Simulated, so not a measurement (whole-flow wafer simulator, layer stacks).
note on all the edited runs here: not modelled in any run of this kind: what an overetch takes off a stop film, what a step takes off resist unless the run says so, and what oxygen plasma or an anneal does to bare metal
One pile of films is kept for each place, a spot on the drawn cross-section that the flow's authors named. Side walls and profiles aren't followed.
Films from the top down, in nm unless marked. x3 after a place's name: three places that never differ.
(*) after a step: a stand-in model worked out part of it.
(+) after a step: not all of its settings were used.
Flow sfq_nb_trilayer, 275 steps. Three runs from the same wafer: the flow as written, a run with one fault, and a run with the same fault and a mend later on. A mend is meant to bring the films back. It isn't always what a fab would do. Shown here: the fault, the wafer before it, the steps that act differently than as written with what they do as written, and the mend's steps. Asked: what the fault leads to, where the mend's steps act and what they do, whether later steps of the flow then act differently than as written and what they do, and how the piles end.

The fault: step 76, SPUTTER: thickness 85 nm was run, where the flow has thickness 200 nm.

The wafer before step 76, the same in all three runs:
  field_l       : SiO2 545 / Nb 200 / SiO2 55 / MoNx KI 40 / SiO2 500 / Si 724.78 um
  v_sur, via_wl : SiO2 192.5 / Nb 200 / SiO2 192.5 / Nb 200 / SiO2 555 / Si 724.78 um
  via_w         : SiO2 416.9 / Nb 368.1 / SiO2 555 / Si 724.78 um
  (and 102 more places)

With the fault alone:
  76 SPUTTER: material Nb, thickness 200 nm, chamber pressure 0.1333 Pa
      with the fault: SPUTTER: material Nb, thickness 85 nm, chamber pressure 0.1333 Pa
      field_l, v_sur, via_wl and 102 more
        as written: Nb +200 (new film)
        with the fault: Nb +85 (new film)
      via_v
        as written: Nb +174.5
        with the fault: Nb +74.9
  Later steps of the flow that act differently than as written (4 more steps differ only slightly, by at most 2% or 0.5 nm, whichever is larger, and aren't shown):
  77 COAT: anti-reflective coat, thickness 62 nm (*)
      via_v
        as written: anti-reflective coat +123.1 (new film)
        with the fault: anti-reflective coat +118.2 (new film)
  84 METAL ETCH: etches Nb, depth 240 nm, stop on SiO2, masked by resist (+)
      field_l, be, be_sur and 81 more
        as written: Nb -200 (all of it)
        with the fault: Nb -85 (all of it)
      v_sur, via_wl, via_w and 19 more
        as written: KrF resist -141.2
        with the fault: KrF resist -75
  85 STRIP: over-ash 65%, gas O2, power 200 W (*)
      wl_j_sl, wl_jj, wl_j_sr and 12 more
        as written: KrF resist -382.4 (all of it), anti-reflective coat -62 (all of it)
        with the fault: KrF resist -448.6 (all of it), anti-reflective coat -62 (all of it)
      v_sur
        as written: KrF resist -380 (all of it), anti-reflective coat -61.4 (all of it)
        with the fault: KrF resist -446.5 (all of it), anti-reflective coat -61.4 (all of it)
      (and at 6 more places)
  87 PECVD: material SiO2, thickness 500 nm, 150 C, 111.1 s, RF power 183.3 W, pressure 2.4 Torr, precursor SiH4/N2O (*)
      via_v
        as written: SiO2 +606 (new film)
        with the fault: SiO2 +578 (new film)
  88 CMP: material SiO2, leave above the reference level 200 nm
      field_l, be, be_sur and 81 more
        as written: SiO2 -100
        with the fault: SiO2 -215
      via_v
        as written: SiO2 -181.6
        with the fault: SiO2 -168.9
  At the end the piles differ from the flow's by more than 2% or 0.5 nm, whichever is larger, at field_l, v_sur, via_wl and 103 more.
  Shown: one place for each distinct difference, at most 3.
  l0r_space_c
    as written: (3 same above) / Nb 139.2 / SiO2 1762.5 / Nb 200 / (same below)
    with the fault: (3 same above) / Nb 139.2 / SiO2 1647.5 / Nb 200 / (same below)
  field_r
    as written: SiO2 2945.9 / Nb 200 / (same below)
    with the fault: SiO2 2830.9 / Nb 200 / (same below)
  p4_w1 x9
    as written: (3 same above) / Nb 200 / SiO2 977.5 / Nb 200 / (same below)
    with the fault: (3 same above) / Nb 200 / SiO2 862.5 / Nb 200 / (same below)

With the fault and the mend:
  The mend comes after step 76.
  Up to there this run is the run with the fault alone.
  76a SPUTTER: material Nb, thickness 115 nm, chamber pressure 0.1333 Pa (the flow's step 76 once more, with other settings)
      field_l, v_sur, via_wl and 102 more
        Nb +115
      via_v
        Nb +95.4
  No later step of the flow acts differently than as written, at any place that is followed, by more than 2% or 0.5 nm, whichever is larger.
  At the end the piles differ from the flow's only slightly at the places that both follow, by at most 2% or 0.5 nm, whichever is larger.
